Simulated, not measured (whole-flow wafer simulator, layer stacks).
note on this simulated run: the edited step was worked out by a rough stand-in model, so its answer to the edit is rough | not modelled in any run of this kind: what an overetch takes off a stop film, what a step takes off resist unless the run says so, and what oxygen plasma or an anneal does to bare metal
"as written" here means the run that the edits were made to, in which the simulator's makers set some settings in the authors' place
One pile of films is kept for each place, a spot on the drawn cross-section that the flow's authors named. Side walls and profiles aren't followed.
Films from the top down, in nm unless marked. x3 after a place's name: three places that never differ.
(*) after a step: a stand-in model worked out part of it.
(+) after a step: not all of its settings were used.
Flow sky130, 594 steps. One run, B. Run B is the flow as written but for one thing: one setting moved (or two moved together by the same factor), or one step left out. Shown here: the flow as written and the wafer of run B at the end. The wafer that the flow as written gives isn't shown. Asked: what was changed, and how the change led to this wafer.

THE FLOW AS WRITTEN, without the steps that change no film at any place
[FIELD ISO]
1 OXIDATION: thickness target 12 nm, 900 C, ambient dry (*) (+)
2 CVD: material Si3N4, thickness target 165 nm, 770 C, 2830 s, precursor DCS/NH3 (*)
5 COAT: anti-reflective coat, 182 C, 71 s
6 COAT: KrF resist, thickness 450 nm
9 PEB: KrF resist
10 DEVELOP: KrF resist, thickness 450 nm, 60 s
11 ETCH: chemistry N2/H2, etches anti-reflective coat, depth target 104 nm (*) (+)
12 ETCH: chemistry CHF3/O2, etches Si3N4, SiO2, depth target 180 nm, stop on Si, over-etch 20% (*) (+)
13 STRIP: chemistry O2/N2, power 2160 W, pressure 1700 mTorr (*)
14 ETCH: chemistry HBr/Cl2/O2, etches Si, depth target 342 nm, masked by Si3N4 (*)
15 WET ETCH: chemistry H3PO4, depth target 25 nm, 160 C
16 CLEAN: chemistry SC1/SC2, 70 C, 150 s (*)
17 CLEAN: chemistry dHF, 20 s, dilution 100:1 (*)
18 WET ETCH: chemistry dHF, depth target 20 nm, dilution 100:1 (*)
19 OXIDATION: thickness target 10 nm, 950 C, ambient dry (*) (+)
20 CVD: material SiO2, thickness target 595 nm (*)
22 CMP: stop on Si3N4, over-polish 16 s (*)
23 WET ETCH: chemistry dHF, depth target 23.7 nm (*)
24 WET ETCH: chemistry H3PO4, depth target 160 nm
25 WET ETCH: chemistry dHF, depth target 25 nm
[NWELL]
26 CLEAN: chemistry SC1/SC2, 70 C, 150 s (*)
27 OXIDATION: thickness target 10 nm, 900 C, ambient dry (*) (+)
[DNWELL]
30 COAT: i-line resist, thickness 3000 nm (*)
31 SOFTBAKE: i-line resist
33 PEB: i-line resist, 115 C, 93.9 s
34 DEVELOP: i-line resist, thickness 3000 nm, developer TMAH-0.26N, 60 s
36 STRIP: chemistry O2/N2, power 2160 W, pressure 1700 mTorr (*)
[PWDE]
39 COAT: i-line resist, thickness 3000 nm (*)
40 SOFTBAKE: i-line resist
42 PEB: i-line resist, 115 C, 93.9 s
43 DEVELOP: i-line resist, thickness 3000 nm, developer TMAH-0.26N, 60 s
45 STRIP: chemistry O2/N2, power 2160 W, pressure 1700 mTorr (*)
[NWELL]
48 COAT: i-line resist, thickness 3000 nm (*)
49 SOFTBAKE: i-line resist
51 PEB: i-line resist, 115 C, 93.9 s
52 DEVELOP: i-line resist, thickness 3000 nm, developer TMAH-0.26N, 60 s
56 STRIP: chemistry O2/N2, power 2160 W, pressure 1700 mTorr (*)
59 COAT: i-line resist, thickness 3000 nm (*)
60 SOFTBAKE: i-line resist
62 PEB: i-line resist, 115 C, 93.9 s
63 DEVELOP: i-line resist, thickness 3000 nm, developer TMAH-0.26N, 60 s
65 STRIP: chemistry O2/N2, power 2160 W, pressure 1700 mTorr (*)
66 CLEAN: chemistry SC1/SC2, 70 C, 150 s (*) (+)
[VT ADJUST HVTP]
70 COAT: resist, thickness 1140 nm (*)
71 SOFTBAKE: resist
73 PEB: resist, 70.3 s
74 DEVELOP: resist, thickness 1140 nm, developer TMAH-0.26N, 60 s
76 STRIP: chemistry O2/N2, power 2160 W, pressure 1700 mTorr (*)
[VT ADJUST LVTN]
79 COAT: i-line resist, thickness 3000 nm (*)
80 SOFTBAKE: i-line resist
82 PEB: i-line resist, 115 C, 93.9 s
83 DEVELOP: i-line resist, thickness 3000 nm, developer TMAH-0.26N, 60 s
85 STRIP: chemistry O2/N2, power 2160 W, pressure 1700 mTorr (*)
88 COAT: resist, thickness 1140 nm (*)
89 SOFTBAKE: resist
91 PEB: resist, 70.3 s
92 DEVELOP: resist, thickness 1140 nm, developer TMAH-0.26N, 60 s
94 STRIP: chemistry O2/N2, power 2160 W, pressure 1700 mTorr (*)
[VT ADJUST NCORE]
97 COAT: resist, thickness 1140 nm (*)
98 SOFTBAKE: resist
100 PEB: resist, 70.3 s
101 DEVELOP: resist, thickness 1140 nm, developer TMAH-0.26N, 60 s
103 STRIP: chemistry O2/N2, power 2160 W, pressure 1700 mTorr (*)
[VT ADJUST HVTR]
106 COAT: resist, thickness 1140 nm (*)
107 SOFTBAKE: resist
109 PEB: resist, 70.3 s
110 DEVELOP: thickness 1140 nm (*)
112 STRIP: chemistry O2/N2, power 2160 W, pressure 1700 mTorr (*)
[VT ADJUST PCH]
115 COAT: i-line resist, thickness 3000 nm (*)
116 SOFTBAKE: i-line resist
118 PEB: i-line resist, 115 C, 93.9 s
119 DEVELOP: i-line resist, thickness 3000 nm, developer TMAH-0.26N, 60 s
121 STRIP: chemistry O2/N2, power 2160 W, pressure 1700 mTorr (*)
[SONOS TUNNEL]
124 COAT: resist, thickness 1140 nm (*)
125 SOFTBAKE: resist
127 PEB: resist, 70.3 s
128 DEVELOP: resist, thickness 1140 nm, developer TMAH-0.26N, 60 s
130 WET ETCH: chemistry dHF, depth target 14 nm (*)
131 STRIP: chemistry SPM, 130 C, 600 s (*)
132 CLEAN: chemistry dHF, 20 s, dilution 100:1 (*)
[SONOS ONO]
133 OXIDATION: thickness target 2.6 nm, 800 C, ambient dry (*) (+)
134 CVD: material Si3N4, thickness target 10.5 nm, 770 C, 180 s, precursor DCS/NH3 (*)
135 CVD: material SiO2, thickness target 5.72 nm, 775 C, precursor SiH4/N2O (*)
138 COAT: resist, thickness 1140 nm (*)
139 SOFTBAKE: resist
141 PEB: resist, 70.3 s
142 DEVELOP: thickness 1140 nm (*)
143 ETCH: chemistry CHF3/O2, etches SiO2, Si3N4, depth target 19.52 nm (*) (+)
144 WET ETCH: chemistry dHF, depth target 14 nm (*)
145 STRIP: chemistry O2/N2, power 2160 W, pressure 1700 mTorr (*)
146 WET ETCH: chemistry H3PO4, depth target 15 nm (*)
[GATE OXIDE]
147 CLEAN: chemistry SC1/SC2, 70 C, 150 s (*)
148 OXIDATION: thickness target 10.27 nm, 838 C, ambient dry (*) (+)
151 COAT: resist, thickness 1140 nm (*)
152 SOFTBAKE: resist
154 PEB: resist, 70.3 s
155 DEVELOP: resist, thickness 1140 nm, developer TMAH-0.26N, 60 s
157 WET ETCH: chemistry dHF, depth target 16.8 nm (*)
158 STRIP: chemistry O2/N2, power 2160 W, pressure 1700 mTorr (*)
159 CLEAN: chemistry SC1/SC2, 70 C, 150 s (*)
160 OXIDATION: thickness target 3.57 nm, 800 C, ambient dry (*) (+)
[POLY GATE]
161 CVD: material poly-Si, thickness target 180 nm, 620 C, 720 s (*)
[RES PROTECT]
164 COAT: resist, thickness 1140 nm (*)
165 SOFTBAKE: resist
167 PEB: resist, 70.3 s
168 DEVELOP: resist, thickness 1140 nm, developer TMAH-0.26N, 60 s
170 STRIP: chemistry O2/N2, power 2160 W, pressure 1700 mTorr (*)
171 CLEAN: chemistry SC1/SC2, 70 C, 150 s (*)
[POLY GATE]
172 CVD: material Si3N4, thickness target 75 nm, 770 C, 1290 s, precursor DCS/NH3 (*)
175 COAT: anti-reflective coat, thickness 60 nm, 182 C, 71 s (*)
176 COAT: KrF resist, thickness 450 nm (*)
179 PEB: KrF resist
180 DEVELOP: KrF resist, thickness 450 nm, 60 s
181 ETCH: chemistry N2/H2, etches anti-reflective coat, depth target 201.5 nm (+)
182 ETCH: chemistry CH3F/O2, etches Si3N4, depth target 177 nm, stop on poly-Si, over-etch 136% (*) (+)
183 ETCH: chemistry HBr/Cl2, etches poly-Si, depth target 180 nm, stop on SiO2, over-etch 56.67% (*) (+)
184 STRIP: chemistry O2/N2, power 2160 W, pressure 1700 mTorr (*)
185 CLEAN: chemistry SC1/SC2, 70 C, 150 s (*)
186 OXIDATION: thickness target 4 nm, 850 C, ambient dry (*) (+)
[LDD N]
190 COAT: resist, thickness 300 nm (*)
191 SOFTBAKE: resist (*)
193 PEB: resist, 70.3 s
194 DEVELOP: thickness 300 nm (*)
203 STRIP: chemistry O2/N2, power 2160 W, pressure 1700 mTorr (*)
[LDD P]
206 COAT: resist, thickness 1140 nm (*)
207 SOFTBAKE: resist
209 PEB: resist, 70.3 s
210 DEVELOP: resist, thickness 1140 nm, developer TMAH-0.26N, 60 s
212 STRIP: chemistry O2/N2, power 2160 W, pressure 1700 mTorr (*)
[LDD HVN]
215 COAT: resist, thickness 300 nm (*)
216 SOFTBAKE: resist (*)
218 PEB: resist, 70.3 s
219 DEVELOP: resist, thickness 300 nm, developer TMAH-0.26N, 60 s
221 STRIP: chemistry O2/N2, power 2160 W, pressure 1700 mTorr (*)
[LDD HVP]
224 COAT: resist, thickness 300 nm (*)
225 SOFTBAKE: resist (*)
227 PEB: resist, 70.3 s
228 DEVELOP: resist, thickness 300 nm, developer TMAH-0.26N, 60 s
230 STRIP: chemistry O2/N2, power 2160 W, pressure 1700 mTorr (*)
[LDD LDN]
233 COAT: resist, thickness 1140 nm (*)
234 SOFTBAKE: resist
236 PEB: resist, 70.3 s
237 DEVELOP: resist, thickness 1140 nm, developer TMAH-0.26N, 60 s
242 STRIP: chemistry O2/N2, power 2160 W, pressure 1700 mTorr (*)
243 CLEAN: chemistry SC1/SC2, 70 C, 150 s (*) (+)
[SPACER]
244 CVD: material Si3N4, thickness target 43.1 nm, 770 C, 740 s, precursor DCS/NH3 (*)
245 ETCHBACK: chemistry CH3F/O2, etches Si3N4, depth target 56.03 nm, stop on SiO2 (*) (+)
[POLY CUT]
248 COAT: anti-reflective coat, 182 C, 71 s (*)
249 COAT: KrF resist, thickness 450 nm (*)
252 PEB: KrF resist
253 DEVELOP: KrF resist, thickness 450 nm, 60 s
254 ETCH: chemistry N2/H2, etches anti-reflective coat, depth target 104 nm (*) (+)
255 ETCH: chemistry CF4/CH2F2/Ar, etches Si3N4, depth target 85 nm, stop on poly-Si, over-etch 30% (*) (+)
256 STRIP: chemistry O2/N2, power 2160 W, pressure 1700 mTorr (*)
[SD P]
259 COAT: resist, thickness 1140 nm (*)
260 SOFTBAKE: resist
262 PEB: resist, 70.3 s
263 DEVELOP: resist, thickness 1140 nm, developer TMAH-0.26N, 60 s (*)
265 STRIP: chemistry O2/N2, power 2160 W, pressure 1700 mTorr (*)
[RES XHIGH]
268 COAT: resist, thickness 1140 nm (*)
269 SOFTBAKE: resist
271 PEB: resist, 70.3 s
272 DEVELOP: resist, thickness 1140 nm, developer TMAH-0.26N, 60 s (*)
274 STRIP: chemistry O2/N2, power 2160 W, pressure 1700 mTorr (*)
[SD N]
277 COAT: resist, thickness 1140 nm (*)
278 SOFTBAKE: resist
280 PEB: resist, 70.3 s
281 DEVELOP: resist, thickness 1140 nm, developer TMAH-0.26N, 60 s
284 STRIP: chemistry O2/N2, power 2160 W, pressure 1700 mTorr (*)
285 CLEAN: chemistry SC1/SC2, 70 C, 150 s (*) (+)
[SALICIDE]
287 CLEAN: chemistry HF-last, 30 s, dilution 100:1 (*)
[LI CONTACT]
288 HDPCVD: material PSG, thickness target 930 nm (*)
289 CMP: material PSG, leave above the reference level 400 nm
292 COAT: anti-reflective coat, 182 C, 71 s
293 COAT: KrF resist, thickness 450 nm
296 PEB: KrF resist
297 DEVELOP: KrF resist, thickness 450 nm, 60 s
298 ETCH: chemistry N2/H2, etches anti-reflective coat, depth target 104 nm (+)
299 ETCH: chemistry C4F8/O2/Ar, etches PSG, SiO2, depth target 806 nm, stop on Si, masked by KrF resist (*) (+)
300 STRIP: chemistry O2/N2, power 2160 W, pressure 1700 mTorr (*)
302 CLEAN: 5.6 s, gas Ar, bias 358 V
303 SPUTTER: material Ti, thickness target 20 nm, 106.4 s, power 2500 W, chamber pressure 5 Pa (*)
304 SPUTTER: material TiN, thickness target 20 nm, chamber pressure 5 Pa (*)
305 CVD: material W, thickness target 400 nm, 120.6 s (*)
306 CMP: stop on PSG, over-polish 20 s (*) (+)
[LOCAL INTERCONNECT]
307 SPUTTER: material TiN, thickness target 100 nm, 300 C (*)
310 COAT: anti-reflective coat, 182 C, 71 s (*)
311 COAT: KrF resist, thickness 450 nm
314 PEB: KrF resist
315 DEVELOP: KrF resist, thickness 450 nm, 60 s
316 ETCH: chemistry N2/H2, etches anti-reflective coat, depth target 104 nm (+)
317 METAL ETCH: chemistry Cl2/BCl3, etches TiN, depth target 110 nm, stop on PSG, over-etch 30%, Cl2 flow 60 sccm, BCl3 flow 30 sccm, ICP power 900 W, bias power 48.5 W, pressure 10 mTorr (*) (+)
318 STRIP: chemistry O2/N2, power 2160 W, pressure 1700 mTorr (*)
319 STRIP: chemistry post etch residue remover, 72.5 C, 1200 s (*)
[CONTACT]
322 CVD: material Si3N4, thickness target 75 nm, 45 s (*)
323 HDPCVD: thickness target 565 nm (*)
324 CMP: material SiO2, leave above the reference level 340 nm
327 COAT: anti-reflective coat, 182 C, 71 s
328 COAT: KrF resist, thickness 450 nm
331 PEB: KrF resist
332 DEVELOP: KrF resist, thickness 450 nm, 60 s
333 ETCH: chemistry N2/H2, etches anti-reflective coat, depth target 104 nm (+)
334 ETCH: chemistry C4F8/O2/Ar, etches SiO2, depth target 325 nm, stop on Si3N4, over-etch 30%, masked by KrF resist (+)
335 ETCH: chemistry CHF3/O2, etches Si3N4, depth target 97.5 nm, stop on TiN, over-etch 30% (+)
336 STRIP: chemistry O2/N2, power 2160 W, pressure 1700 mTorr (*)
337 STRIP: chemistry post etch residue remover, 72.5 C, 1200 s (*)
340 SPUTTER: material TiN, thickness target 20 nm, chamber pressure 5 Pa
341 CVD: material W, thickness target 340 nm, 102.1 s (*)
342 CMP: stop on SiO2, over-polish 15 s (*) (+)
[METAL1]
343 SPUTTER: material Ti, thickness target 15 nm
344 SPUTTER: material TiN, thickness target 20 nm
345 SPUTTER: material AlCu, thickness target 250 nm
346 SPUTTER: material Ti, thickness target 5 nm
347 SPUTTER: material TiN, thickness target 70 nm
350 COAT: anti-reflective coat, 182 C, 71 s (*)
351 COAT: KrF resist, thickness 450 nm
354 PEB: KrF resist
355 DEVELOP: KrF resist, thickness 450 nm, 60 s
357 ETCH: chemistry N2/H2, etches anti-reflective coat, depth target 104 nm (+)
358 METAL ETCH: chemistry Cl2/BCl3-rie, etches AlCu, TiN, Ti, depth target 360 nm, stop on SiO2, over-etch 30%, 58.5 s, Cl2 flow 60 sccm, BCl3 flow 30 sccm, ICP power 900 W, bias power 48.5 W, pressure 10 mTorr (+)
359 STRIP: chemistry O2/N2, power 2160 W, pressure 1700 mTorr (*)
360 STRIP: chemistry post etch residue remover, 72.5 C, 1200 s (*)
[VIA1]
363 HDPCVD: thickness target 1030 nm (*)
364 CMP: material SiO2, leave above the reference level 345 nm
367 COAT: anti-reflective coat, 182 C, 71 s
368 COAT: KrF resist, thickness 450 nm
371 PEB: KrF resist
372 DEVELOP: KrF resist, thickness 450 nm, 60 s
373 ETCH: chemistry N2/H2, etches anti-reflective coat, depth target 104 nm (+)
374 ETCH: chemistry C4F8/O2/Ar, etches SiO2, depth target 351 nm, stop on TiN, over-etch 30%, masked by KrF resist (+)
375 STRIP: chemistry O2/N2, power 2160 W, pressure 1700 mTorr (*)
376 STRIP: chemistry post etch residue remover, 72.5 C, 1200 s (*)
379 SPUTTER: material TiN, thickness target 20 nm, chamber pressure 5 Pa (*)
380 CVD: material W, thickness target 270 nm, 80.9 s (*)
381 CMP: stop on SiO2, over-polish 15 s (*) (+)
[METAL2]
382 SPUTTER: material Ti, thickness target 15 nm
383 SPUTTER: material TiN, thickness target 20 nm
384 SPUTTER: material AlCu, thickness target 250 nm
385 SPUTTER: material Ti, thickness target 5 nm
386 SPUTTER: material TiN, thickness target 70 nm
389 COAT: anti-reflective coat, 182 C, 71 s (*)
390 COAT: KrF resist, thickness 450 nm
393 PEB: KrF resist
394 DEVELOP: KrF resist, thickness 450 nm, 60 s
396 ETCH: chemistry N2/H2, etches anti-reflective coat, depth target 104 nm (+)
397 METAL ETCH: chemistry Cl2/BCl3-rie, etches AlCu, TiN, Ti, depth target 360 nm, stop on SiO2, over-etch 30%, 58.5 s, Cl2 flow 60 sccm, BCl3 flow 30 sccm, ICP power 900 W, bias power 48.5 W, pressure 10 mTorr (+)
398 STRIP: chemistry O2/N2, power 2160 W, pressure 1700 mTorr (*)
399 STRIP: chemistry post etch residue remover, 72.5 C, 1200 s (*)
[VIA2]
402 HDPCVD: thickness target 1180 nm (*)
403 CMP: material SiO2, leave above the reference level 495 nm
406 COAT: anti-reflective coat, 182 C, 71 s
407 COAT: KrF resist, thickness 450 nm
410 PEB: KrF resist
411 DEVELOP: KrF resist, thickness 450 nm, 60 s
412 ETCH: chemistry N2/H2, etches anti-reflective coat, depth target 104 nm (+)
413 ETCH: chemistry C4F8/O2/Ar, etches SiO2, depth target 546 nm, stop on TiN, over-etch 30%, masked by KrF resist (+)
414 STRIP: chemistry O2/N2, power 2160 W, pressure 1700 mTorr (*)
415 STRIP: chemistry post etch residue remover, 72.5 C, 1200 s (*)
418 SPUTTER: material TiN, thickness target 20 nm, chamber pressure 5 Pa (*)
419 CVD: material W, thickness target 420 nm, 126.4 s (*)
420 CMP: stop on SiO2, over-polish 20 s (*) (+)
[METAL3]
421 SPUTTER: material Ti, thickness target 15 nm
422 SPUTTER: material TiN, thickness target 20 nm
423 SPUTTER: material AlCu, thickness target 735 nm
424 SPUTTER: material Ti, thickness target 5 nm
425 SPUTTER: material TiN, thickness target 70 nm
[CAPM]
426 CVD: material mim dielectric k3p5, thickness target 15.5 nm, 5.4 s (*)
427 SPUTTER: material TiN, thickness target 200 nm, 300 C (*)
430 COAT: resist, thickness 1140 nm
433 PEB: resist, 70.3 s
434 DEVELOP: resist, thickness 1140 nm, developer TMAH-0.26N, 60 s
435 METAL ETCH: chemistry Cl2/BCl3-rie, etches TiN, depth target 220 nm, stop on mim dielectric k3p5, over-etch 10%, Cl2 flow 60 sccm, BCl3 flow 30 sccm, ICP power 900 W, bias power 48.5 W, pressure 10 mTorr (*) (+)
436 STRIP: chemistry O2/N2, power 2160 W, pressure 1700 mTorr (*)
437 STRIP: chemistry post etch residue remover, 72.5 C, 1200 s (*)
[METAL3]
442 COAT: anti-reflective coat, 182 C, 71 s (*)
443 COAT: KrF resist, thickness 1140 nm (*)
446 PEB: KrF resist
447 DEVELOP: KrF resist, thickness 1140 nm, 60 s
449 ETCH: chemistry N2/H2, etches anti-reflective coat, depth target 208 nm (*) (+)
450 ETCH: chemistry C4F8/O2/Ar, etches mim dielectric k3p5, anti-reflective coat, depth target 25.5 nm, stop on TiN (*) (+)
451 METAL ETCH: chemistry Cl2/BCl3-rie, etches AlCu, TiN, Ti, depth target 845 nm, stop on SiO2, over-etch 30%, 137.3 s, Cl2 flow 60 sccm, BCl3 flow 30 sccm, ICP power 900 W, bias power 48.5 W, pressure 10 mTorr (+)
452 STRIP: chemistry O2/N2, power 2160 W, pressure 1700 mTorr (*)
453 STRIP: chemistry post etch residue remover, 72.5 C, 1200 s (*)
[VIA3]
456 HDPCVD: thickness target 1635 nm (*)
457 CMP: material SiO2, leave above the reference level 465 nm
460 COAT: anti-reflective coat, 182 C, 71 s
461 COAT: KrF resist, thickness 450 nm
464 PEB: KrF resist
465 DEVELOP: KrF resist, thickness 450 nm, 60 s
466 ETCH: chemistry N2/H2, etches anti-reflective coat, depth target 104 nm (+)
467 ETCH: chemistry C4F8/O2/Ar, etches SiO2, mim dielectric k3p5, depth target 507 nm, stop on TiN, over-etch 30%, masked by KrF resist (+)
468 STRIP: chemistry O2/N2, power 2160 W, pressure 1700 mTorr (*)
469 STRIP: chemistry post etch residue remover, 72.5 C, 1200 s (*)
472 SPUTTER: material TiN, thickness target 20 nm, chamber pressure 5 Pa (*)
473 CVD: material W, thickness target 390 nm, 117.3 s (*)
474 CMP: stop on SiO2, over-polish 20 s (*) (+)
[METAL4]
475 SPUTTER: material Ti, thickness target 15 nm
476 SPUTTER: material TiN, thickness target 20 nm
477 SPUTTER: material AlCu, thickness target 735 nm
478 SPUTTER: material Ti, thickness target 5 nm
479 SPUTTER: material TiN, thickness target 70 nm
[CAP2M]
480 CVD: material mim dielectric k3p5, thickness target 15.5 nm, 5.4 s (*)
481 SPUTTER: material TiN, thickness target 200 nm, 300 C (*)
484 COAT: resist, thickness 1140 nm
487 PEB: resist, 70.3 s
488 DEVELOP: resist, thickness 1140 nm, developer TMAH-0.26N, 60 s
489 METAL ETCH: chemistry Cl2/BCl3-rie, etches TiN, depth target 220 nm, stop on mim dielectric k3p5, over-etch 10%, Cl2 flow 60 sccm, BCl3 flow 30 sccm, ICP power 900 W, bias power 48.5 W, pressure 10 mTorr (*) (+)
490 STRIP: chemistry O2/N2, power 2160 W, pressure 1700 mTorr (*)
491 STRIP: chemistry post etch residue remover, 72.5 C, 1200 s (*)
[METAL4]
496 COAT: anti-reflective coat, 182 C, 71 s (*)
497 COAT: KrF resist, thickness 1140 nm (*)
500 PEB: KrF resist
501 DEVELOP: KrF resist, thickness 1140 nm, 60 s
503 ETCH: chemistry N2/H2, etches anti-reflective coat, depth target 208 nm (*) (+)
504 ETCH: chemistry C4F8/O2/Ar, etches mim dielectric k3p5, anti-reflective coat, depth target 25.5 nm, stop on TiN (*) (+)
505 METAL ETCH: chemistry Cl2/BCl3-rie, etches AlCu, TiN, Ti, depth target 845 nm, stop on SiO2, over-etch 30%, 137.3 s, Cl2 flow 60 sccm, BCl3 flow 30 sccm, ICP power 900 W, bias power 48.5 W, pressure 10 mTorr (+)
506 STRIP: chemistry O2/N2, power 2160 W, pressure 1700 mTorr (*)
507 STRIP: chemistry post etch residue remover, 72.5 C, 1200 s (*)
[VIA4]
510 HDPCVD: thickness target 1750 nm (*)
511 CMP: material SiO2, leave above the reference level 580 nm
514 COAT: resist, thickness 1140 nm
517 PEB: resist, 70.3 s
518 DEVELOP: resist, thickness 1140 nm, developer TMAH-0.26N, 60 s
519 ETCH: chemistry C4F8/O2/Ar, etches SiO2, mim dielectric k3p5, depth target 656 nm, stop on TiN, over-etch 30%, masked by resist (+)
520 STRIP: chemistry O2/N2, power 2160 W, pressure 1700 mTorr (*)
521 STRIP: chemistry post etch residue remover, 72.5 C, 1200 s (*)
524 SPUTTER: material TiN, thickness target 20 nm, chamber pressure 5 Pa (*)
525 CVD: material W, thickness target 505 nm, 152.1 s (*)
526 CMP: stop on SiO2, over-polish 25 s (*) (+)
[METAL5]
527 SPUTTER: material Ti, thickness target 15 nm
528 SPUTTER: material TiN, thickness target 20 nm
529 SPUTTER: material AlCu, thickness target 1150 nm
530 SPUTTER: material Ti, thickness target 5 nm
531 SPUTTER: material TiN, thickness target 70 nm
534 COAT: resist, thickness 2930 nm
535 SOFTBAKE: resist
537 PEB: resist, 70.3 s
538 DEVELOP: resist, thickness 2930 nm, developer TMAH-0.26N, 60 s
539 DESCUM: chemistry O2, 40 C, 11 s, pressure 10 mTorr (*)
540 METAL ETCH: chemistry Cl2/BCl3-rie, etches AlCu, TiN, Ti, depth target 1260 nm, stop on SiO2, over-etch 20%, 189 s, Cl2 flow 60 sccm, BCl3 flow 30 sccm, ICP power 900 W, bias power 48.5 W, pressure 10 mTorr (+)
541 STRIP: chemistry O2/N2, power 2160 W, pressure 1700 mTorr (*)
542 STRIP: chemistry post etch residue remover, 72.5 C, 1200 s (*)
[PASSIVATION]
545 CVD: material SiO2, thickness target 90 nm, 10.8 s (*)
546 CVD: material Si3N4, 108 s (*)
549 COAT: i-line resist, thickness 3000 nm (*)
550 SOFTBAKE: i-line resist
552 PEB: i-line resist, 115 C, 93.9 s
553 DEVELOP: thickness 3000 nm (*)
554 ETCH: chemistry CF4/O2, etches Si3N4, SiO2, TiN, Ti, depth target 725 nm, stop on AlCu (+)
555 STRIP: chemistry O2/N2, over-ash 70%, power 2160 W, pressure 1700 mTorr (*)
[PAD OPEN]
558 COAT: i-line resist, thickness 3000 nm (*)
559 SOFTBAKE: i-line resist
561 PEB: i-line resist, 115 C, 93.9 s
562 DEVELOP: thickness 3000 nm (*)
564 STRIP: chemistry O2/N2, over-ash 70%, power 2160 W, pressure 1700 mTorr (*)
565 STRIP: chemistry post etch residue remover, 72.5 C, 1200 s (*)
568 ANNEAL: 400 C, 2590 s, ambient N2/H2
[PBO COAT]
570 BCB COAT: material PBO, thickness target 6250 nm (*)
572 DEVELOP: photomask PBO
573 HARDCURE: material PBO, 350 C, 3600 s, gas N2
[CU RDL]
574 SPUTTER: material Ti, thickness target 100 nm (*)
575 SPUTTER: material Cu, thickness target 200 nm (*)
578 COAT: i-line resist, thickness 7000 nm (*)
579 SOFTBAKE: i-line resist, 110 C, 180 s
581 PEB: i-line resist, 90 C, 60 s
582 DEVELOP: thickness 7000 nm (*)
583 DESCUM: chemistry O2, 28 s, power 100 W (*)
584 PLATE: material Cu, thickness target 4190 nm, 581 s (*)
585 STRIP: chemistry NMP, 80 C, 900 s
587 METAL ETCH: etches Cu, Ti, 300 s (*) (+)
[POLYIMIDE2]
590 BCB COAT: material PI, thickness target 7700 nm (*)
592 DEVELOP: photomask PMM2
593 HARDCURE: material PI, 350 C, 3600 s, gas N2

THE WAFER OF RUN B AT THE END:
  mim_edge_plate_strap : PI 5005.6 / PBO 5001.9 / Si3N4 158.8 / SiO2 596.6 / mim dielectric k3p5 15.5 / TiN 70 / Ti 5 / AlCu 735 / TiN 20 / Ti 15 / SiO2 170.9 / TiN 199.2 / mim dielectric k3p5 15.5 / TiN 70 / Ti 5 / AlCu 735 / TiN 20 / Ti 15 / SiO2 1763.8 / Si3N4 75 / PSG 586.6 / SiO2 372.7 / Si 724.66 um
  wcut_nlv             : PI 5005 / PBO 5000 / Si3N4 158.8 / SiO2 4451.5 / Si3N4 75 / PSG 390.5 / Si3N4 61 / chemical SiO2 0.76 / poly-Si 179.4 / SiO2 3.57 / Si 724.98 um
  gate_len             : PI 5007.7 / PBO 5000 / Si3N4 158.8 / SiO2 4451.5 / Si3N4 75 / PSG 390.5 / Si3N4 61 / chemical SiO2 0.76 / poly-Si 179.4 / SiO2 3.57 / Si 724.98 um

The cause: step 545, CVD: thickness target 99 nm was run, where the flow has thickness target 90 nm; step 545, CVD: 11.9 s was run, where the flow has 10.8 s.

How the change led to this, step by step:
  545 CVD: material SiO2, thickness target 90 nm, 10.8 s (*)
      field, active, gate and 175 more: SiO2 +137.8 (as written it would be: SiO2 +125.2)
      n_well, p_well, sd_n and 12 more: SiO2 +137.8 (new film) (as written it would be: SiO2 +125.2 (new film))
  550 SOFTBAKE: i-line resist
      pwell_dnw: i-line resist -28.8 (as written it would be: i-line resist -28.2)
  554 ETCH: chemistry CF4/O2, etches Si3N4, SiO2, TiN, Ti, depth target 725 nm, stop on AlCu (+)
      field, active, n_well and 189 more: i-line resist -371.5 (as written it would be: i-line resist -358.9)
      pad: Si3N4 -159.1 (all of it), SiO2 -137.8 (all of it), TiN -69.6 (all of it), Ti -5 (all of it) (as written it would be: Si3N4 -159.1 (all of it), SiO2 -125.2 (all of it), TiN -69.6 (all of it), Ti -5 (all of it))
  559 SOFTBAKE: i-line resist
      pwell_dnw: i-line resist -28.8 (as written it would be: i-line resist -28.2)
  578 COAT: i-line resist, thickness 7000 nm (*)
      pad: i-line resist +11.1 um (new film) (as written it would be: i-line resist +11.08 um (new film))
  582 DEVELOP: thickness 7000 nm (*)
      pad: i-line resist -11.09 um (all of it) (as written it would be: i-line resist -11.08 um (all of it))
